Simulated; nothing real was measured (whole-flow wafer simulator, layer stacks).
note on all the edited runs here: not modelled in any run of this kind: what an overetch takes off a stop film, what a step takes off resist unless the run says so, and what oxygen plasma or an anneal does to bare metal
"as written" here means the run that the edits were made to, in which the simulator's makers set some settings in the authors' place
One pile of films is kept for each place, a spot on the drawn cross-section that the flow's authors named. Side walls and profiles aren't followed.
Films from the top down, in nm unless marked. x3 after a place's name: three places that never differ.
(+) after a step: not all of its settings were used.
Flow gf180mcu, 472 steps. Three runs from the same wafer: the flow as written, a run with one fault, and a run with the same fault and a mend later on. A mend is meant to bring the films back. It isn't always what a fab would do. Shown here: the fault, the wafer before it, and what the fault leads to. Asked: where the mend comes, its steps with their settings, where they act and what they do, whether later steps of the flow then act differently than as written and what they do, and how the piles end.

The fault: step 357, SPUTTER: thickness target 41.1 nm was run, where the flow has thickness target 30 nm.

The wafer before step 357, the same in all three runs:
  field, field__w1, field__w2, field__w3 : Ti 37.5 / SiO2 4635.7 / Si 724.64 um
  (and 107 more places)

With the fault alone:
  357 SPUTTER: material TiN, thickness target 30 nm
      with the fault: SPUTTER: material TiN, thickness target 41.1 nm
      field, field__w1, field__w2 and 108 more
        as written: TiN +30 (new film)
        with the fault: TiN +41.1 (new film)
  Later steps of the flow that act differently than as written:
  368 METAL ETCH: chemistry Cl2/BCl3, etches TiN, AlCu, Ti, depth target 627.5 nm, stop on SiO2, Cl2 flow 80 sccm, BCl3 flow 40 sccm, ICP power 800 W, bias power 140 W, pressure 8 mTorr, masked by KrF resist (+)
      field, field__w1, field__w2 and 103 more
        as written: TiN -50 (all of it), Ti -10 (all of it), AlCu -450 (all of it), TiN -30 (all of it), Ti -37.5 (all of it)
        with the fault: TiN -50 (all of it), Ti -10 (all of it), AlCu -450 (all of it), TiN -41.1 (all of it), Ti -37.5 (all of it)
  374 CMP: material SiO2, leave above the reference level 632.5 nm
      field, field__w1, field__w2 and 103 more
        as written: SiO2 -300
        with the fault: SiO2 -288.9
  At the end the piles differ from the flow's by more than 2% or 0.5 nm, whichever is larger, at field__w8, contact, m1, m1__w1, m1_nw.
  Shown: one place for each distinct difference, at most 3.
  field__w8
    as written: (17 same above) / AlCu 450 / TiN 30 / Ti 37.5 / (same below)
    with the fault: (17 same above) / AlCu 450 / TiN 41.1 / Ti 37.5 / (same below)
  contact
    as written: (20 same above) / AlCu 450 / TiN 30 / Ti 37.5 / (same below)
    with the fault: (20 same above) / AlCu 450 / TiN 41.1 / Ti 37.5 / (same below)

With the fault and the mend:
  The mend comes after step 357.
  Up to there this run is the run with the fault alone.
  357a METAL ETCH: chemistry Cl2/BCl3, etches TiN, AlCu, Ti, depth target 11.1 nm, Cl2 flow 80 sccm, BCl3 flow 40 sccm, ICP power 800 W, bias power 140 W, pressure 8 mTorr (the flow's step 260 once more, with other settings)
      field, field__w1, field__w2 and 108 more
        TiN -11.1
  No later step of the flow acts differently than as written at any place that is followed.
  At the end the piles are the same as the flow's at every place that both follow.
